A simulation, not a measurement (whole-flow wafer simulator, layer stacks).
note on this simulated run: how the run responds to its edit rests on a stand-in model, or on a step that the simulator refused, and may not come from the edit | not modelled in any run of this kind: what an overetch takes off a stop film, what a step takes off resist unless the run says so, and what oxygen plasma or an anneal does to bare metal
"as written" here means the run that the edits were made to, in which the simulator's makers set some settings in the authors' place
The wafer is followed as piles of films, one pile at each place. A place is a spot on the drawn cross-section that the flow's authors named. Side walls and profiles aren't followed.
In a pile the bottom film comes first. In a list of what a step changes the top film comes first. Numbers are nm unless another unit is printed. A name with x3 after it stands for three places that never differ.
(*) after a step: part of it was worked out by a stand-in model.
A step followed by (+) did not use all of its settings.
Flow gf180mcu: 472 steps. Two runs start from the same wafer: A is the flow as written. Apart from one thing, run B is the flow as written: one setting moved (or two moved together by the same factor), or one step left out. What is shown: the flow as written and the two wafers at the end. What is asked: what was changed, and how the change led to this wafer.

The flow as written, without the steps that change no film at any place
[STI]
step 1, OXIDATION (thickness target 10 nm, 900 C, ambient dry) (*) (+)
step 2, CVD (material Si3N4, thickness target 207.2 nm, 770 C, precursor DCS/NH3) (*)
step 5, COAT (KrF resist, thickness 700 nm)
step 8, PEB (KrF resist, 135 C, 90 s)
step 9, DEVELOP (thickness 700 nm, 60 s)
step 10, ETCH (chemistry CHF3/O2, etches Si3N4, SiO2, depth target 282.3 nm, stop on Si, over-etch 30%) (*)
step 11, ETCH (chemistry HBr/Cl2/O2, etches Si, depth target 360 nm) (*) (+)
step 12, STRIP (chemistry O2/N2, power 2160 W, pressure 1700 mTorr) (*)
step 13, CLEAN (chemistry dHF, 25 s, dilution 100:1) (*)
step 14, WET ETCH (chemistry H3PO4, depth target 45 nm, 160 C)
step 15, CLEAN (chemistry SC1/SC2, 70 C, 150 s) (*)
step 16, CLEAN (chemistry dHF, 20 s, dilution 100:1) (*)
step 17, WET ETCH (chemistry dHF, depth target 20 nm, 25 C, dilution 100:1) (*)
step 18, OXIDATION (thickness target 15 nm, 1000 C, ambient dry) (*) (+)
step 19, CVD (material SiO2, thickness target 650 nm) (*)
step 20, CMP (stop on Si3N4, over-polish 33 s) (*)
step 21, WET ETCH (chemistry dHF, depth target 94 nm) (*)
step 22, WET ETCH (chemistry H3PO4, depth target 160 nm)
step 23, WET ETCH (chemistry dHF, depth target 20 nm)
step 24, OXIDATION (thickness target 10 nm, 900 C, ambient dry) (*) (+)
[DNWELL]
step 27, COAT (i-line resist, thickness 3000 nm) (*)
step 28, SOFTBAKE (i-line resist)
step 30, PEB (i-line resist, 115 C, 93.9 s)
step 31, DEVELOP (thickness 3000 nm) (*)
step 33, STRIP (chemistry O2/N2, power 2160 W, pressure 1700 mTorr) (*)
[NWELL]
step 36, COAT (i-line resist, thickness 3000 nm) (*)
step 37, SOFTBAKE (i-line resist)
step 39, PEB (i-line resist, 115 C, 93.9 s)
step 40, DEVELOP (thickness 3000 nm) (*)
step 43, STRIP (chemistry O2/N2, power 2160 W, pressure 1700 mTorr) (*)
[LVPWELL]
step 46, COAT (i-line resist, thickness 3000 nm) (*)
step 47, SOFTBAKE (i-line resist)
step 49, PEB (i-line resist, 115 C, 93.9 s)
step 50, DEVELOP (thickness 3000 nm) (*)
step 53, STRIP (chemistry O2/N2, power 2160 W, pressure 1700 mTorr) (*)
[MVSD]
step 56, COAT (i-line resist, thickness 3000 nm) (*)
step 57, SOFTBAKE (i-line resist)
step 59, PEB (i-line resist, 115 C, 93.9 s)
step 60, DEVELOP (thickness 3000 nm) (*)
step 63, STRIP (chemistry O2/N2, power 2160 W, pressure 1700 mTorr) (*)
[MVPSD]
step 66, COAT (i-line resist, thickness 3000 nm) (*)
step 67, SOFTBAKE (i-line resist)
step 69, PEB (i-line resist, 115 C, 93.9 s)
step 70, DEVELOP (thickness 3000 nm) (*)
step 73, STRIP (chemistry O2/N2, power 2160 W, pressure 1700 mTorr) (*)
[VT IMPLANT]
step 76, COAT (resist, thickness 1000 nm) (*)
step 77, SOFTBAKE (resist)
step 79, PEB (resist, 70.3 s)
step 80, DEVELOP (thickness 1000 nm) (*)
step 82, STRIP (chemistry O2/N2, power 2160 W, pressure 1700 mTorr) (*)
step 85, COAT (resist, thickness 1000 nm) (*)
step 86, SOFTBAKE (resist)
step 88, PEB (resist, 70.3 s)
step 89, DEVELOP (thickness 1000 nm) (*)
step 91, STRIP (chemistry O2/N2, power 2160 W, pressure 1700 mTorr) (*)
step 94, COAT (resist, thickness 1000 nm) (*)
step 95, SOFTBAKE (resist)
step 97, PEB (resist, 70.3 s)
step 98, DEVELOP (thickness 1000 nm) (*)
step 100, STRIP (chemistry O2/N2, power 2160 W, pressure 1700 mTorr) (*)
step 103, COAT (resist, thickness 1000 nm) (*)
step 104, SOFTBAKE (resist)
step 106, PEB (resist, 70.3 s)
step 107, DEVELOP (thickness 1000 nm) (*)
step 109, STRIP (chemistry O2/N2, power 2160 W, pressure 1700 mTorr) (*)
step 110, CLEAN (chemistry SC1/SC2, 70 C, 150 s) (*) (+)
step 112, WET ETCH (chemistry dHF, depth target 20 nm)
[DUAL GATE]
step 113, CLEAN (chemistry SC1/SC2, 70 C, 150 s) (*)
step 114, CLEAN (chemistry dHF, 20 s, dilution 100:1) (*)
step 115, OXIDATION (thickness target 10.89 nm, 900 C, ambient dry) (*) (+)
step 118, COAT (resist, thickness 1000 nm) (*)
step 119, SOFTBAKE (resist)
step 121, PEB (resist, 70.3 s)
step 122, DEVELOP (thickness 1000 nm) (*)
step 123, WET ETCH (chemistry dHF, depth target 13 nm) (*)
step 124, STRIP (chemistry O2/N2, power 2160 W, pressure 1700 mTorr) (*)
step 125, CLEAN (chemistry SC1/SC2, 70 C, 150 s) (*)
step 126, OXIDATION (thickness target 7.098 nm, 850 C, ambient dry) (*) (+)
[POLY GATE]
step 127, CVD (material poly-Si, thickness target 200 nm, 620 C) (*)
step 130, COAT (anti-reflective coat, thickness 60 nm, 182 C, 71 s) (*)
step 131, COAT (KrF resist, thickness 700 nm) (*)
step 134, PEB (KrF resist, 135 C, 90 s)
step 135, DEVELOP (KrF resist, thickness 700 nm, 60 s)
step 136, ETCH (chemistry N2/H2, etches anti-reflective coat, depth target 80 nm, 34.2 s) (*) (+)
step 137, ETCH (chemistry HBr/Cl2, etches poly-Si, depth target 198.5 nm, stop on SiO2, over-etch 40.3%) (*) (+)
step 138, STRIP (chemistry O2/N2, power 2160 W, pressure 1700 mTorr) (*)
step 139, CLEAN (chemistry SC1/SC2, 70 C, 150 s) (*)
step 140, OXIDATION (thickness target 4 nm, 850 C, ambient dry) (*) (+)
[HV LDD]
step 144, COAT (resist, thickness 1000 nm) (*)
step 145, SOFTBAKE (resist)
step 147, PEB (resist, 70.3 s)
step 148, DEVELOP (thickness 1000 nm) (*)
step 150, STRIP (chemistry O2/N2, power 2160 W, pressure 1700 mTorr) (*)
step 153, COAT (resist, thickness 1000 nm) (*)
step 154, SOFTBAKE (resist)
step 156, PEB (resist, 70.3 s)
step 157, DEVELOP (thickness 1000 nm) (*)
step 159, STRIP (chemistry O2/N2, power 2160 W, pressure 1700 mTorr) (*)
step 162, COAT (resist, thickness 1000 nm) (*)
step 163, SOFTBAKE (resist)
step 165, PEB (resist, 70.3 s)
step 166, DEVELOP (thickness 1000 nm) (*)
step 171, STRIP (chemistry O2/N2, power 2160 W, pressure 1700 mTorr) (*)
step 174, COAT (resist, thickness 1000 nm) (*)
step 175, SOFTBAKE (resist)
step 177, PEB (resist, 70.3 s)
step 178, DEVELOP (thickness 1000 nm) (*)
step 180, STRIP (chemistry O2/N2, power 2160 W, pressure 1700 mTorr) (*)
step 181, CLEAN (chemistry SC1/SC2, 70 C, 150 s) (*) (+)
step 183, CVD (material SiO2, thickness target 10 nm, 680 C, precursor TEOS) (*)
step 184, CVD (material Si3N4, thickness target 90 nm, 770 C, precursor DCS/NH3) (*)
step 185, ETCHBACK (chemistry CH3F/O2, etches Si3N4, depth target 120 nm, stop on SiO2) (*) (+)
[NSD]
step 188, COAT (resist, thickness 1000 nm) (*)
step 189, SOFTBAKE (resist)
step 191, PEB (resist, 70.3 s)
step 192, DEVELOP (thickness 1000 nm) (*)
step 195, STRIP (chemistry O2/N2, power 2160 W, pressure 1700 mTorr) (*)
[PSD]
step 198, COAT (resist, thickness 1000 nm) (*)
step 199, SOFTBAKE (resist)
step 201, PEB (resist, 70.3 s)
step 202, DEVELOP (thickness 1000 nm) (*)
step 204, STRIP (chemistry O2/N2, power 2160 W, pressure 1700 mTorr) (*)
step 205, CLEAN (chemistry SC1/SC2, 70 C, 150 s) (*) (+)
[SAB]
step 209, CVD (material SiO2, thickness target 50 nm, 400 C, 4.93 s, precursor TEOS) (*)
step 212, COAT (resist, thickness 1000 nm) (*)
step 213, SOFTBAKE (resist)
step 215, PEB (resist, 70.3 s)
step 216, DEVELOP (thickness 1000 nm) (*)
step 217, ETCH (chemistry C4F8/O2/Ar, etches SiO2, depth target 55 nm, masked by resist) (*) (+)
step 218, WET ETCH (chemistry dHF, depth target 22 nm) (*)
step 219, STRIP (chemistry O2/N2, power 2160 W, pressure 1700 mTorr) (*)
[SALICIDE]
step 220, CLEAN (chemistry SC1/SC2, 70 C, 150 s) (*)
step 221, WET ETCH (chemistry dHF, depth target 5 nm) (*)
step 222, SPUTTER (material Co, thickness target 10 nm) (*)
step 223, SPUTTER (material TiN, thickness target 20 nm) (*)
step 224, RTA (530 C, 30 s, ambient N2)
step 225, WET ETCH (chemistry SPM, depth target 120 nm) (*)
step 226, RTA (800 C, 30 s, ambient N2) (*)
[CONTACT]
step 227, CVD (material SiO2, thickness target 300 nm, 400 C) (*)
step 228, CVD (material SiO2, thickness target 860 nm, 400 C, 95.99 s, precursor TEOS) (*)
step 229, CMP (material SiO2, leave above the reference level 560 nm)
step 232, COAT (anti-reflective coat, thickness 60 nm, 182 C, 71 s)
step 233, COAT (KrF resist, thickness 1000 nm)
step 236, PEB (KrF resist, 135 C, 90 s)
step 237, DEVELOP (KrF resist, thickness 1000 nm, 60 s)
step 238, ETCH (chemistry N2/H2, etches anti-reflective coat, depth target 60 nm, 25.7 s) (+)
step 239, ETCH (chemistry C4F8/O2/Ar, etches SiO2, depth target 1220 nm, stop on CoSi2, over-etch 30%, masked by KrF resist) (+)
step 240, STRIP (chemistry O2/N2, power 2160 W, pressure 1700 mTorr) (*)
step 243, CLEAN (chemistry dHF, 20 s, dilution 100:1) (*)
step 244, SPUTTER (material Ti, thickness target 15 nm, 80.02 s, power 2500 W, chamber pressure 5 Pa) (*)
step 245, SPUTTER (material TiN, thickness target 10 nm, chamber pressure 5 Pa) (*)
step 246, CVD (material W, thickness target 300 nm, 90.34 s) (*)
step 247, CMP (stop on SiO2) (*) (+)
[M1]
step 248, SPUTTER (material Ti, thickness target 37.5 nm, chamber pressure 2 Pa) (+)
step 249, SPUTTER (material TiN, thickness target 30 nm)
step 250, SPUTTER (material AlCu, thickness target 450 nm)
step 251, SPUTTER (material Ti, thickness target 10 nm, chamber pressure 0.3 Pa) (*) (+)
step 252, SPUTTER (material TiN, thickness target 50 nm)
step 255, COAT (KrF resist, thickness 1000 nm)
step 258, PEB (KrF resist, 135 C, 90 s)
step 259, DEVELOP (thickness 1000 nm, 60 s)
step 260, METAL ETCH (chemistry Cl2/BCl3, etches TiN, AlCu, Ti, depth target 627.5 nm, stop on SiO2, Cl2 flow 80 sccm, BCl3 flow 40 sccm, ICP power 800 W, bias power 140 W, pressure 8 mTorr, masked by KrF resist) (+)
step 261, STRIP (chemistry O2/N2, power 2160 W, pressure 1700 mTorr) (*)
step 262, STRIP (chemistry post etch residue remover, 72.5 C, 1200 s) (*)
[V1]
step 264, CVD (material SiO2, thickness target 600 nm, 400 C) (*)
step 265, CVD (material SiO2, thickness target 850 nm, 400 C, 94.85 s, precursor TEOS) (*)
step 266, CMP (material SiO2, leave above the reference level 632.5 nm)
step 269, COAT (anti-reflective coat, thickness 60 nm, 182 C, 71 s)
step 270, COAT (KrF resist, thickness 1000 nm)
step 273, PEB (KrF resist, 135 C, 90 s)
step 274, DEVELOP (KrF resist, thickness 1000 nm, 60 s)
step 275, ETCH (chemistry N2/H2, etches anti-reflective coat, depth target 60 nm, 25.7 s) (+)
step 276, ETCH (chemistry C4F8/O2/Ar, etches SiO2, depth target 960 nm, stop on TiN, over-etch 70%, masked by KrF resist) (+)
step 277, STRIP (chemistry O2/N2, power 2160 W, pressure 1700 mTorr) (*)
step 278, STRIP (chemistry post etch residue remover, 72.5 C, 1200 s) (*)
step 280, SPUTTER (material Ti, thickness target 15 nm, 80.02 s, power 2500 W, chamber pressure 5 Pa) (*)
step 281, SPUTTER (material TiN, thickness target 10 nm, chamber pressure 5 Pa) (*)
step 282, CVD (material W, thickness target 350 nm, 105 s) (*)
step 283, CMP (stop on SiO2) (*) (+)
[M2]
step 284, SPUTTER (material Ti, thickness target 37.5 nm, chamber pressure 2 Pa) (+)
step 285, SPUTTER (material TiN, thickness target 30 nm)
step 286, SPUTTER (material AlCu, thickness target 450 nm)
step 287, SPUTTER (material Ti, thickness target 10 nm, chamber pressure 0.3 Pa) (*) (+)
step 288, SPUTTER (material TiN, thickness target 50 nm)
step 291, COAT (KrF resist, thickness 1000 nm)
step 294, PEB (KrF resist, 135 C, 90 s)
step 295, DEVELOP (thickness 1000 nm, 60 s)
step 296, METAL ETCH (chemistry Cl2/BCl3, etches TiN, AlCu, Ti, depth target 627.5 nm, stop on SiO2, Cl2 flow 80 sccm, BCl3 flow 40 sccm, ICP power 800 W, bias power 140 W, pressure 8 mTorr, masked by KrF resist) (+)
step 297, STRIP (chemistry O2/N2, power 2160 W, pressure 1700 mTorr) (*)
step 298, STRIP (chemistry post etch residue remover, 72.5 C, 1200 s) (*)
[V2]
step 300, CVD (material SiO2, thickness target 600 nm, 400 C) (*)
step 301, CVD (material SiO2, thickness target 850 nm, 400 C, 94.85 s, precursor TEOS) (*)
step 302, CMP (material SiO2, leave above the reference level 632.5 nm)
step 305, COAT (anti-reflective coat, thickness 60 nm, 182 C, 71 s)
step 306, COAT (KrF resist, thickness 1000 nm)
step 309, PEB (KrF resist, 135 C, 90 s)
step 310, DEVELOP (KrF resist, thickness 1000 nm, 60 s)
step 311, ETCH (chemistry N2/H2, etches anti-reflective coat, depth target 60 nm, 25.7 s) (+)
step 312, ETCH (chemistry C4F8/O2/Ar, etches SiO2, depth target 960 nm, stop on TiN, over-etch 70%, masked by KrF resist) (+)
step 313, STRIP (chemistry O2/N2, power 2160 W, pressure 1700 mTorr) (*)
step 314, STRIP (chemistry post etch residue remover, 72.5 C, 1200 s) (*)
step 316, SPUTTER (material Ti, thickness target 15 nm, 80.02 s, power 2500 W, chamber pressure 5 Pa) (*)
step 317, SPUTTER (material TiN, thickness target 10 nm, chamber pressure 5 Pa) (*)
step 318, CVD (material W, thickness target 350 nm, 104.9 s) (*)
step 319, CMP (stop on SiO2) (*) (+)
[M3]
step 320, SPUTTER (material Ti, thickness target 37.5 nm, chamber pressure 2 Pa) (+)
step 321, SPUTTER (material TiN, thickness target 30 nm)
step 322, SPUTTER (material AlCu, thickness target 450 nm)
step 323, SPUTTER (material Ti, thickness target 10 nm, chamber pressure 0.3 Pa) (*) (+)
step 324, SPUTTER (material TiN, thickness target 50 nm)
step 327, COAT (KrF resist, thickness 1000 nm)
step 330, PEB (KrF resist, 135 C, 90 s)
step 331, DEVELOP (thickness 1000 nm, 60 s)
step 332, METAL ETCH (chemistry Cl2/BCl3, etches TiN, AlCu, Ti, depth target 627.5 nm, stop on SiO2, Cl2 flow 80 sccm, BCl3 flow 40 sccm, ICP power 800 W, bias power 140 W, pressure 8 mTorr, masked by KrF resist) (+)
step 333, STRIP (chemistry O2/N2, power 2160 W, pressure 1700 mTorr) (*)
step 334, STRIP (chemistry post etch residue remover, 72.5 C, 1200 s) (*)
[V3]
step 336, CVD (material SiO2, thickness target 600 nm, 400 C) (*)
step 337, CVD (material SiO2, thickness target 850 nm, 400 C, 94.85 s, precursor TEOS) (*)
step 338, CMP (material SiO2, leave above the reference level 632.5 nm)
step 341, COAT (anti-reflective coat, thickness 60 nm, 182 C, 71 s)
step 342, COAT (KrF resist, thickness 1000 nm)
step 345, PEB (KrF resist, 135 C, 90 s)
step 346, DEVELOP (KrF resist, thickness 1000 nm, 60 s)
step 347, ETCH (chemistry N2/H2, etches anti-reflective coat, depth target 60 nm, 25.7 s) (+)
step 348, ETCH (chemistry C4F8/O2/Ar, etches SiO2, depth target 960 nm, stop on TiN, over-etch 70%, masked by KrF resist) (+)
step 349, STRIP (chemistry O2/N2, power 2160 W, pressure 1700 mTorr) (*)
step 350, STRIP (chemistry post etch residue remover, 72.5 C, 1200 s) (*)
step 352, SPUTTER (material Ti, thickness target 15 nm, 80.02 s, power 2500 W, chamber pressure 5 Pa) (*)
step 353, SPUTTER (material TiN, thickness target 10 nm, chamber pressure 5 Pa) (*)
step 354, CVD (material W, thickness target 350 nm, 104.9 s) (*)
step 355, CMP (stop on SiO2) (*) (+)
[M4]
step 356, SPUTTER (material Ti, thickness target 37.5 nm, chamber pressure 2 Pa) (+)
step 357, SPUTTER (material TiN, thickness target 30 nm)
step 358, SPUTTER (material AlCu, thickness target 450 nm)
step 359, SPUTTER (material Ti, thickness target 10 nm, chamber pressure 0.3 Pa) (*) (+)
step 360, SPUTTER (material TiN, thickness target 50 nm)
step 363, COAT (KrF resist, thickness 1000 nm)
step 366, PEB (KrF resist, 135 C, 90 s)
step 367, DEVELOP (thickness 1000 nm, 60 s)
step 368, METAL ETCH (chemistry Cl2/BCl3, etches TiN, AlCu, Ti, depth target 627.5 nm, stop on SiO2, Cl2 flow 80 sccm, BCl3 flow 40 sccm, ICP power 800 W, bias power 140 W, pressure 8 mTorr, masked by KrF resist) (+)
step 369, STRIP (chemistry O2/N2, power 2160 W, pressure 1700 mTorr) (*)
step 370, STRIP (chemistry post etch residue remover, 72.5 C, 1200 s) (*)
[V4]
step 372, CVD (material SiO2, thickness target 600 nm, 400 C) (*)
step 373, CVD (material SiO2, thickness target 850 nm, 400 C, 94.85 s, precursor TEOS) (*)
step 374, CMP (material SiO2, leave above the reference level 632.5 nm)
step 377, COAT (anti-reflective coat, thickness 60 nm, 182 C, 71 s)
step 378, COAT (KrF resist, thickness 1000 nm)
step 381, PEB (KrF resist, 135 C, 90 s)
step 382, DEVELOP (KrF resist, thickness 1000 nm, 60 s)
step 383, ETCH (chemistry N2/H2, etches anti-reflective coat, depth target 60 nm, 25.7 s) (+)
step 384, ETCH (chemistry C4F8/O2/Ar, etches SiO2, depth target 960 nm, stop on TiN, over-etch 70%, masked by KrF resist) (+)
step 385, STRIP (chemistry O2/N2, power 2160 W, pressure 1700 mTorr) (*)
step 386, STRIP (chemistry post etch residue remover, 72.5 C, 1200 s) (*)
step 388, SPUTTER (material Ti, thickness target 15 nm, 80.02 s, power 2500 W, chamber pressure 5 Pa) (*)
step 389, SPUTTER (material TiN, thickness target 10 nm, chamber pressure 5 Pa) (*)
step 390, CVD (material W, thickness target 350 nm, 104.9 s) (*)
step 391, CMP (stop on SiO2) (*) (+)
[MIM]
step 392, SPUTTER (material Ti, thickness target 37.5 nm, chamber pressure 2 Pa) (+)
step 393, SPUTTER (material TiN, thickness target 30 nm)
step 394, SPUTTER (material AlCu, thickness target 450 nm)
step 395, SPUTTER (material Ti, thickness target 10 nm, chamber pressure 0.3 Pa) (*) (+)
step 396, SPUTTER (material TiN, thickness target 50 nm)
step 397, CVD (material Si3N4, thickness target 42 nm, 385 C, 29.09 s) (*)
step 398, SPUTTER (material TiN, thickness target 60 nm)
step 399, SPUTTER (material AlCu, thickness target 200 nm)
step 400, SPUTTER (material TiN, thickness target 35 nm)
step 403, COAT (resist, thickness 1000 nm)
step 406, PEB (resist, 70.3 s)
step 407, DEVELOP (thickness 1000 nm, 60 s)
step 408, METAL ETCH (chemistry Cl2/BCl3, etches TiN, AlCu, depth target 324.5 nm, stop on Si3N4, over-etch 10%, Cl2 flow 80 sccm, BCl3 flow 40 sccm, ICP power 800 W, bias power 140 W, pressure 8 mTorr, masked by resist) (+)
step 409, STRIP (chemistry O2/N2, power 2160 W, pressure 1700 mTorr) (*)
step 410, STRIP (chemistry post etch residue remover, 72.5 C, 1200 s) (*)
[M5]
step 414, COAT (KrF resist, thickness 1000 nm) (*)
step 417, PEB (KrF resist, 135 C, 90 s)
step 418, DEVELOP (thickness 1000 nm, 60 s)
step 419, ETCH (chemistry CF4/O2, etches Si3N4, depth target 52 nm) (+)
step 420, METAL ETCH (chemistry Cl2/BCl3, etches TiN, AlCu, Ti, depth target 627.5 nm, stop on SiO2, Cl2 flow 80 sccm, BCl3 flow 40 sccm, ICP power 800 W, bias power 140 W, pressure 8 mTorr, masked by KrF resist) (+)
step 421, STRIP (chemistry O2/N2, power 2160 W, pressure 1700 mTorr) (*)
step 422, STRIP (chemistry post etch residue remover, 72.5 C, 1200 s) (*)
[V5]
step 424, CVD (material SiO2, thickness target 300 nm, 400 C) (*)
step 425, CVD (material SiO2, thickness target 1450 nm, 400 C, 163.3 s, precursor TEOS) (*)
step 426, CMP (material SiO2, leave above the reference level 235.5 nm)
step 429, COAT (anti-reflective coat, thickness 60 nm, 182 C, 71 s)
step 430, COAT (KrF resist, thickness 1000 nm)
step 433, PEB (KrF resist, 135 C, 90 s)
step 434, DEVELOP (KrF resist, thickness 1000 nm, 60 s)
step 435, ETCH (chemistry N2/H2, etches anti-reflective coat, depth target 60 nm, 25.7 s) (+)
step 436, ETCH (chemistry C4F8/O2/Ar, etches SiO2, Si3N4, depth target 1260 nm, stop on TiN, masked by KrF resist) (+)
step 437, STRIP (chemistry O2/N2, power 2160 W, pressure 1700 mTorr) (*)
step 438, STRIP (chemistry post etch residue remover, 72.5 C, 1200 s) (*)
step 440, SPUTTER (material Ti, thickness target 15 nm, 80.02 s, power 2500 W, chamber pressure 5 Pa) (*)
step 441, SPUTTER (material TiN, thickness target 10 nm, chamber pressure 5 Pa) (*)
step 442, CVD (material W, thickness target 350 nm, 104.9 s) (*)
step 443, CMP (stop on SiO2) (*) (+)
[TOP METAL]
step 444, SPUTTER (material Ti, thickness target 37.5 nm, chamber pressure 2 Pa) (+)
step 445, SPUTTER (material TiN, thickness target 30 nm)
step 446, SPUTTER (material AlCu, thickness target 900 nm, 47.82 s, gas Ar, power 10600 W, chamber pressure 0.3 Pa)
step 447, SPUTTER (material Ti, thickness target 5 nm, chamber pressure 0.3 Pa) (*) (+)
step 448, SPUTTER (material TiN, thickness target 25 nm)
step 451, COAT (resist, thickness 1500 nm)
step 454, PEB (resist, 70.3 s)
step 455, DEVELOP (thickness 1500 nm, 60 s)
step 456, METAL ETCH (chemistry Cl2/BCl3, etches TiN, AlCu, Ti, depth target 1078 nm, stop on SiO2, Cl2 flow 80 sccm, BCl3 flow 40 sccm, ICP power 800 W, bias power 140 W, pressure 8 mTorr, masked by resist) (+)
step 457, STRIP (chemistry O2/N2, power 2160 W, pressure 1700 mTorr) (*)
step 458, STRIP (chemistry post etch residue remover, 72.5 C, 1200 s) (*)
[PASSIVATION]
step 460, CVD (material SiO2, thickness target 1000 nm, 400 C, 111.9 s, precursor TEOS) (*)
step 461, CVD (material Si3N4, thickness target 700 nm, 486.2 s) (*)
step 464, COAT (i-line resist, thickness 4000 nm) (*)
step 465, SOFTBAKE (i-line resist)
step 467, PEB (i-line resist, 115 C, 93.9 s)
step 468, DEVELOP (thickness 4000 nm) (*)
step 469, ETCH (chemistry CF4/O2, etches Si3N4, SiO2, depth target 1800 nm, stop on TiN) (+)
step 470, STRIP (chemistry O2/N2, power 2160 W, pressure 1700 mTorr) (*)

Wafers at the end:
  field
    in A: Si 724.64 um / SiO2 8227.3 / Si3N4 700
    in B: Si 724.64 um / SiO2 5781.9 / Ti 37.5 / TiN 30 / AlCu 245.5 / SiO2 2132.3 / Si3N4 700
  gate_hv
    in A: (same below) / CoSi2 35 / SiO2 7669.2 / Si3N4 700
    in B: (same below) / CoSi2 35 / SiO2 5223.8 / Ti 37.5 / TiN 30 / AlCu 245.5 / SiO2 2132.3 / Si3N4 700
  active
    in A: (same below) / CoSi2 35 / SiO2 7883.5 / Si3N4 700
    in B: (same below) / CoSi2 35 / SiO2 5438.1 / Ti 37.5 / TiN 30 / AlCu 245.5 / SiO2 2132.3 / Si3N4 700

Cause: step 420, METAL ETCH: depth target 257.3 nm was run, while the flow as written has depth target 627.5 nm.

Step by step, how the change led to this:
  step 420, METAL ETCH (chemistry Cl2/BCl3, etches TiN, AlCu, Ti, depth target 627.5 nm, stop on SiO2, Cl2 flow 80 sccm, BCl3 flow 40 sccm, ICP power 800 W, bias power 140 W, pressure 8 mTorr, masked by KrF resist) (+)
      field, field__w1, field__w2 and 101 more: A -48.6 TiN (all of it), -10 Ti (all of it), -450 AlCu (all of it), -30 TiN (all of it), -37.5 Ti (all of it) | B -48.6 TiN (all of it), -10 Ti (all of it), -198.7 AlCu
      field__w4, field__w8, contact, m1, m1__w1, mim, mim_1p0, m1_nw: A -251 KrF resist | B -102.9 KrF resist
  step 421, STRIP (chemistry O2/N2, power 2160 W, pressure 1700 mTorr) (*)
      field__w8, m1__w1: A -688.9 KrF resist (all of it) | B -836.9 KrF resist (all of it)
      contact, m1: A -689.3 KrF resist (all of it) | B -837.4 KrF resist (all of it)
      (as well as at 4 more places)
  step 422, STRIP (chemistry post etch residue remover, 72.5 C, 1200 s) (*)
      field, field__w1, field__w2 and 101 more: A nothing | B -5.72 AlCu
  step 424, CVD (material SiO2, thickness target 300 nm, 400 C) (*)
      field, field__w1, field__w2 and 101 more: A +300 SiO2 | B +300 SiO2 (new film)
  step 426, CMP (material SiO2, leave above the reference level 235.5 nm)
      field, field__w1, field__w5 and 92 more: A -300.8 SiO2 | B -613.9 SiO2
      field__w2, field__w3, field__w12 and 6 more: A -272.7 SiO2 | B -613.9 SiO2
If metal films that touch count as one body, field has 1 body; the flow as written gives 0 bodies.
If metal films that touch count as one body, gate_hv has 2 bodies (between them, from the top down: SiO2 5223.8); the flow as written gives 1 body.
If metal films that touch count as one body, active has 2 bodies (between them, from the top down: SiO2 5438.1); the flow as written gives 1 body.
